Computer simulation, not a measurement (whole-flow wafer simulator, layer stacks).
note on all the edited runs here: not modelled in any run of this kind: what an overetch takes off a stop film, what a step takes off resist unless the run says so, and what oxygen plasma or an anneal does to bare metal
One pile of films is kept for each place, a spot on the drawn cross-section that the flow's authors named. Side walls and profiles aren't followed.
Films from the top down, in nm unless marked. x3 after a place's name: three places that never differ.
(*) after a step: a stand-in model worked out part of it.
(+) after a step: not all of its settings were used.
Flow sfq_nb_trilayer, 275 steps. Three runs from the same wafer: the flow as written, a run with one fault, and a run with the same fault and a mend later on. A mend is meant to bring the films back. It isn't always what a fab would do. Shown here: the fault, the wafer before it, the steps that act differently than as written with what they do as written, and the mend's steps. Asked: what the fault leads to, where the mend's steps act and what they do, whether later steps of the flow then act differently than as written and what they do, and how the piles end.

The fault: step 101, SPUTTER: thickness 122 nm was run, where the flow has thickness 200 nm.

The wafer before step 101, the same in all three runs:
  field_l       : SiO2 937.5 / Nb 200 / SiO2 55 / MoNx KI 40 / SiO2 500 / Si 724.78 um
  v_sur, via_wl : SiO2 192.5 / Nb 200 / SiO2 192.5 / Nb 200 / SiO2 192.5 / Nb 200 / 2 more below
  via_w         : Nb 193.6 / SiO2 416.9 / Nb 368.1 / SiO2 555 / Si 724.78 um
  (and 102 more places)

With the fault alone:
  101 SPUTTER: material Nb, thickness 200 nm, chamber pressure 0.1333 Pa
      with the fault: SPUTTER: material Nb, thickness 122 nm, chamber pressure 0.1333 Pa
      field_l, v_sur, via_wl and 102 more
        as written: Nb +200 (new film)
        with the fault: Nb +122 (new film)
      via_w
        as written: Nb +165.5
        with the fault: Nb +100.6
  Later steps of the flow that act differently than as written (4 more steps differ only slightly, by at most 2% or 0.5 nm, whichever is larger, and aren't shown):
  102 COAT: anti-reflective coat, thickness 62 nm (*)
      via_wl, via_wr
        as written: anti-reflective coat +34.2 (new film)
        with the fault: anti-reflective coat +32.6 (new film)
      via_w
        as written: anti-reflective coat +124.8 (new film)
        with the fault: anti-reflective coat +120.9 (new film)
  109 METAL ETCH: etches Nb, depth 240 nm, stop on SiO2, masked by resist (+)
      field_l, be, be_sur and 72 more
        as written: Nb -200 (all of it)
        with the fault: Nb -122 (all of it)
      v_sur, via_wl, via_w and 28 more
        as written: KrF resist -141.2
        with the fault: KrF resist -107.6
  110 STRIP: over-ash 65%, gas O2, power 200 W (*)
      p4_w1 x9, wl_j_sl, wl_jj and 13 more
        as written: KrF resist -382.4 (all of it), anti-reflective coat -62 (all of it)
        with the fault: KrF resist -415.9 (all of it), anti-reflective coat -62 (all of it)
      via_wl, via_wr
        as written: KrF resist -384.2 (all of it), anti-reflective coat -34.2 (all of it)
        with the fault: KrF resist -420.1 (all of it), anti-reflective coat -32.6 (all of it)
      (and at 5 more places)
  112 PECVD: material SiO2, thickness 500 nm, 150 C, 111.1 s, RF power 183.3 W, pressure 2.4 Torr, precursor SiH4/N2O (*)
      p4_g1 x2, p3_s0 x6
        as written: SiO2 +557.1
        with the fault: SiO2 +500
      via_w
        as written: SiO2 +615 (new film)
        with the fault: SiO2 +593.4 (new film)
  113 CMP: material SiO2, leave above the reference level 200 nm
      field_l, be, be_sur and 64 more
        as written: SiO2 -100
        with the fault: SiO2 -178
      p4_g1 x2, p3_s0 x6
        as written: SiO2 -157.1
        with the fault: SiO2 -178
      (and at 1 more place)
  At the end the piles differ from the flow's by more than 2% or 0.5 nm, whichever is larger, at field_l, v_sur, via_wl and 103 more.
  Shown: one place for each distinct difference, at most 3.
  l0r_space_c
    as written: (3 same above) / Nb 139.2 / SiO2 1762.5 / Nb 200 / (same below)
    with the fault: (3 same above) / Nb 139.2 / SiO2 1684.5 / Nb 200 / (same below)
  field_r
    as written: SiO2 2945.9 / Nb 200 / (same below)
    with the fault: SiO2 2867.9 / Nb 200 / (same below)
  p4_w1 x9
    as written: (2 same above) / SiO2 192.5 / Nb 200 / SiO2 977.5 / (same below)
    with the fault: (2 same above) / SiO2 192.5 / Nb 122 / SiO2 977.5 / (same below)

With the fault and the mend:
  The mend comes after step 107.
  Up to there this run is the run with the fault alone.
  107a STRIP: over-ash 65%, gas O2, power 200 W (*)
      p4_fl x3, p4_g1 x2, p3_s0 x6 and 42 more
        anti-reflective coat -62 (all of it)
      p4_w1 x9, wl_j_sl, wl_jj and 13 more
        KrF resist -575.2 (all of it), anti-reflective coat -62 (all of it)
      r_sur, res, r_end and 9 more
        anti-reflective coat -61.8 (all of it)
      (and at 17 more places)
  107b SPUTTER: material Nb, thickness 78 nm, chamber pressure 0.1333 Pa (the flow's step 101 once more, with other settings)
      field_l, v_sur, via_wl and 102 more
        Nb +78
      via_w
        Nb +62.6
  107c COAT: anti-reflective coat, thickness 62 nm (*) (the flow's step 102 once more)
      p4_fl x3, p4_w1 x9, p4_g1 x2 and 63 more
        anti-reflective coat +62 (new film)
      r_sur, res, r_end and 9 more
        anti-reflective coat +61.8 (new film)
      jj_sur, ce_l, c5j, ce_r, sp_r, be_r
        anti-reflective coat +61.7 (new film)
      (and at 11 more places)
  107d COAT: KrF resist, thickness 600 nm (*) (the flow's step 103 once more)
      p4_fl x3, p4_w1 x9, p4_g1 x2 and 63 more
        KrF resist +600 (new film)
      r_end, moat, field_r, lsp_l, lsp_r, l0_sur
        KrF resist +599.4 (new film)
      be_r, r_sur, res, l0v
        KrF resist +599.3 (new film)
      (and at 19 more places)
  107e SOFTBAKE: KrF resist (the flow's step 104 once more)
      changes no film at any place that is followed
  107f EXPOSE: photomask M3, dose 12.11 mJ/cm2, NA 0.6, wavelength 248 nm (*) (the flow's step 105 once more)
      changes no film at any place that is followed
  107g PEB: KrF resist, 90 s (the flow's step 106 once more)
      wire, be, be_sur and 96 more
        KrF resist -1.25
      field_l, via_v
        KrF resist -1.24
      via_wl, via_wr
        KrF resist -1.26
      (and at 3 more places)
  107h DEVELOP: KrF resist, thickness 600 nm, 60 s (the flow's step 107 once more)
      p4_fl x3, p4_g1 x2, p3_s0 x6 and 42 more
        KrF resist -598.7 (all of it)
      v_sur, via_wl, via_w and 28 more
        KrF resist -23.5
      field_r, lsp_l, ln_m5, lsp_m, ln_m6, lsp_r, l0_sur
        KrF resist -598.2 (all of it)
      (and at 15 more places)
  No later step of the flow acts differently than as written, at any place that is followed, by more than 2% or 0.5 nm, whichever is larger.
  At the end the piles differ from the flow's only slightly at the places that both follow, by at most 2% or 0.5 nm, whichever is larger.
